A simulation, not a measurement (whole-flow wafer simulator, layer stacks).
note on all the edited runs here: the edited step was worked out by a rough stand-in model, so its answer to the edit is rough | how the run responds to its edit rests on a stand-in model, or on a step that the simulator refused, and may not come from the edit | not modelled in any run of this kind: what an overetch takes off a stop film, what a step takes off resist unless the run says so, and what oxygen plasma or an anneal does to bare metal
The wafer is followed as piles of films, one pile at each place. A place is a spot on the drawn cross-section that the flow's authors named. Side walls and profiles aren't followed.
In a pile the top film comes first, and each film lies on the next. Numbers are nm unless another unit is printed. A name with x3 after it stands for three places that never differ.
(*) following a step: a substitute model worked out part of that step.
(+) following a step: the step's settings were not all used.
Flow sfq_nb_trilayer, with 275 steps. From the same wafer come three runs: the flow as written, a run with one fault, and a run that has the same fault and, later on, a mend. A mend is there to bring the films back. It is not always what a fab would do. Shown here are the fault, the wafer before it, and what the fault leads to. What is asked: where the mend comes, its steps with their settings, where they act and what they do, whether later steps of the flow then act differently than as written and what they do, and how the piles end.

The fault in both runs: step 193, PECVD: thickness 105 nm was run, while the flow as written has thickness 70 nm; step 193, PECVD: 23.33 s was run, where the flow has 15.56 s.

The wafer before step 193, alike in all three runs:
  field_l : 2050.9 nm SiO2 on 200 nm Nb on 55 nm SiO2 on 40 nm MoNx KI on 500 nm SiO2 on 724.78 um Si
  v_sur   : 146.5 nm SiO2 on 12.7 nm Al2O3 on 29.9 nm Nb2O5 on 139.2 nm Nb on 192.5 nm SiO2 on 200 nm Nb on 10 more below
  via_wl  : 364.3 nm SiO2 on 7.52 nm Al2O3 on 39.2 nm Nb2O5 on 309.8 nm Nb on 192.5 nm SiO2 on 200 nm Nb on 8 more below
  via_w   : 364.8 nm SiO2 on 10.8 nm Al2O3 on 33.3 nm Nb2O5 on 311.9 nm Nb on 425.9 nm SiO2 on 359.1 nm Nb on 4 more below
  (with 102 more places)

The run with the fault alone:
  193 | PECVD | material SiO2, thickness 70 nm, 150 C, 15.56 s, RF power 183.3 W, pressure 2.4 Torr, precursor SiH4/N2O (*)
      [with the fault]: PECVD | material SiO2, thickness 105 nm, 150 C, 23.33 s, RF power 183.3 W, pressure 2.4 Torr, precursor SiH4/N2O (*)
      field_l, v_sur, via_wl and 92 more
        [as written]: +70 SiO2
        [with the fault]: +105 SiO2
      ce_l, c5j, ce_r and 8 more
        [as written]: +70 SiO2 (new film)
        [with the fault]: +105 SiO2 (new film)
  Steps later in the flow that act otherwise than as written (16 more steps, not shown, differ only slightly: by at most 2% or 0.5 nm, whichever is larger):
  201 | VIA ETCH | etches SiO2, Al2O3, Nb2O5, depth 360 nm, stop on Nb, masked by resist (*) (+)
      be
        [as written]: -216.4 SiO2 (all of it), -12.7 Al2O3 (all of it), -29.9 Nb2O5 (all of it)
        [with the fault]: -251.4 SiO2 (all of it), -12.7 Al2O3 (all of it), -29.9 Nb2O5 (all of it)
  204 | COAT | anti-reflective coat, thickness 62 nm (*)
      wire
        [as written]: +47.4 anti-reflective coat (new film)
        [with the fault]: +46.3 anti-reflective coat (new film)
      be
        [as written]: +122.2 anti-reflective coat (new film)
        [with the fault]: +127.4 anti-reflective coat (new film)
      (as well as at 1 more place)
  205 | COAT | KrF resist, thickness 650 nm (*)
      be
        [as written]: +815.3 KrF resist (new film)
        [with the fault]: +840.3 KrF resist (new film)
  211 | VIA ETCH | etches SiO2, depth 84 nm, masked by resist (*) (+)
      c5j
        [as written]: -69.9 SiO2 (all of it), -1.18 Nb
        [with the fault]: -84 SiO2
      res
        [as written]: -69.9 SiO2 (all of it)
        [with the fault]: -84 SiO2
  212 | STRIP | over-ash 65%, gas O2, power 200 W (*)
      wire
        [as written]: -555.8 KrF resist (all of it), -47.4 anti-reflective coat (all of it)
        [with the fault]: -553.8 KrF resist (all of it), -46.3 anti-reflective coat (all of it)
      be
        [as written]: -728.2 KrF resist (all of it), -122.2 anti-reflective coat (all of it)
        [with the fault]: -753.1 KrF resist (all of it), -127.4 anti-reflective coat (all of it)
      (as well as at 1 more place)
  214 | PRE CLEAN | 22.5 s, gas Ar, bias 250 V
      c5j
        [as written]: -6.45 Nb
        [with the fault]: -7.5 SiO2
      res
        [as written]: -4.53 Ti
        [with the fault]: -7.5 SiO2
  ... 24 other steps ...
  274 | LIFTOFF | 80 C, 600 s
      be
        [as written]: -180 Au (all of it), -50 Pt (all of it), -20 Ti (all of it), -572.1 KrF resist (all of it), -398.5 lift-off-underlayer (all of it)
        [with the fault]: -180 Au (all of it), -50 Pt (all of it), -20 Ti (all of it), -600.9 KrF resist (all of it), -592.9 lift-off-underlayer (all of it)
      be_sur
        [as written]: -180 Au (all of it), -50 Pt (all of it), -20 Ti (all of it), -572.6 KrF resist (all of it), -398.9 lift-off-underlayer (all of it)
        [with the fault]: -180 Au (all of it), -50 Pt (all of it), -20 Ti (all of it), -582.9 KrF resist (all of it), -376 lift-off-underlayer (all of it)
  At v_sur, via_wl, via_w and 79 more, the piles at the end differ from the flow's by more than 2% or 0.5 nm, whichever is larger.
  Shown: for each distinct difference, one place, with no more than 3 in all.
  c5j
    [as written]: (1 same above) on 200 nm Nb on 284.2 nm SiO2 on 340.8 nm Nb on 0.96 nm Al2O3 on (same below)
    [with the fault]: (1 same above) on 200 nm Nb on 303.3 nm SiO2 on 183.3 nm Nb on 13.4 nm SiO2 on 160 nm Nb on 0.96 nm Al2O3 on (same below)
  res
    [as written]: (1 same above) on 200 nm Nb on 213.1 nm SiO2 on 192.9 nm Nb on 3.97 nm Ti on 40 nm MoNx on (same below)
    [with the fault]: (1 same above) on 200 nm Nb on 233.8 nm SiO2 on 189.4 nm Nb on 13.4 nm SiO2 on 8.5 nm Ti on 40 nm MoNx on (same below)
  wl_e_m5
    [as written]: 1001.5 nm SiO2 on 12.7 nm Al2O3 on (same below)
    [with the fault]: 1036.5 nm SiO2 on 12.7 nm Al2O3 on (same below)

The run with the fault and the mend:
  After step 199 comes the mend.
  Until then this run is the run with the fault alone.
  199a | STRIP | over-ash 65%, gas O2, power 200 W (*)
      p4_fl x3, p4_w1 x9, p4_g1 x2 and 33 more
        -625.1 KrF resist (all of it), -62 anti-reflective coat (all of it)
      wl_b_m5, wl_b_sr, wl_c_sl and 12 more
        -625 KrF resist (all of it), -62 anti-reflective coat (all of it)
      field_l, v_sur, via_wl, via_w
        -625.7 KrF resist (all of it), -62.2 anti-reflective coat (all of it)
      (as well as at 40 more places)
  199b | VIA ETCH | etches SiO2, depth 35 nm
      field_l, v_sur, via_wl and 103 more
        -35 SiO2
  199c | COAT | anti-reflective coat, thickness 62 nm (*) (the flow's step 194 again)
      p4_fl x3, p4_w1 x9, p4_g1 x2 and 50 more
        +62 anti-reflective coat (new film)
      via_wr, via_sp, via_v, wire, lsp_r, l0_sur, l0v
        +62.3 anti-reflective coat (new film)
      field_l, v_sur, via_wl, via_w
        +62.2 anti-reflective coat (new film)
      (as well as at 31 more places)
  199d | COAT | KrF resist, thickness 650 nm (*) (the flow's step 195 again)
      p4_fl x3, p4_w1 x9, p4_g1 x2 and 33 more
        +650 KrF resist (new film)
      wl_b_m5, wl_b_sr, wl_c_sl and 12 more
        +649.9 KrF resist (new film)
      field_l, v_sur, via_wl, via_w
        +650.6 KrF resist (new film)
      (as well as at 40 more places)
  199e | SOFTBAKE | KrF resist (the flow's step 196 again)
      alters no film at any place that is followed
  199f | EXPOSE | photomask I5, dose 12.41 mJ/cm2, NA 0.6, wavelength 248 nm (*) (the flow's step 197 again)
      alters no film at any place that is followed
  199g | PEB | KrF resist, 90 s (the flow's step 198 again)
      field_l, v_sur, via_wl and 87 more
        -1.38 KrF resist
      jj_sur, ce_l, sp_r, moat, field_r, wl_jj
        -1.39 KrF resist
      be_r, r_sur, res, r_end
        -1.33 KrF resist
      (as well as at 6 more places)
  199h | DEVELOP | KrF resist, thickness 650 nm, 60 s (the flow's step 199 again)
      field_l, v_sur, via_wl and 102 more
        -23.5 KrF resist
      be
        -649.8 KrF resist (all of it)
  None of the later steps of the flow differs from how it acts as written, at any place that is followed, by more than 2% or 0.5 nm, whichever is larger.
  By the end, the piles equal the flow's at every place that both follow.
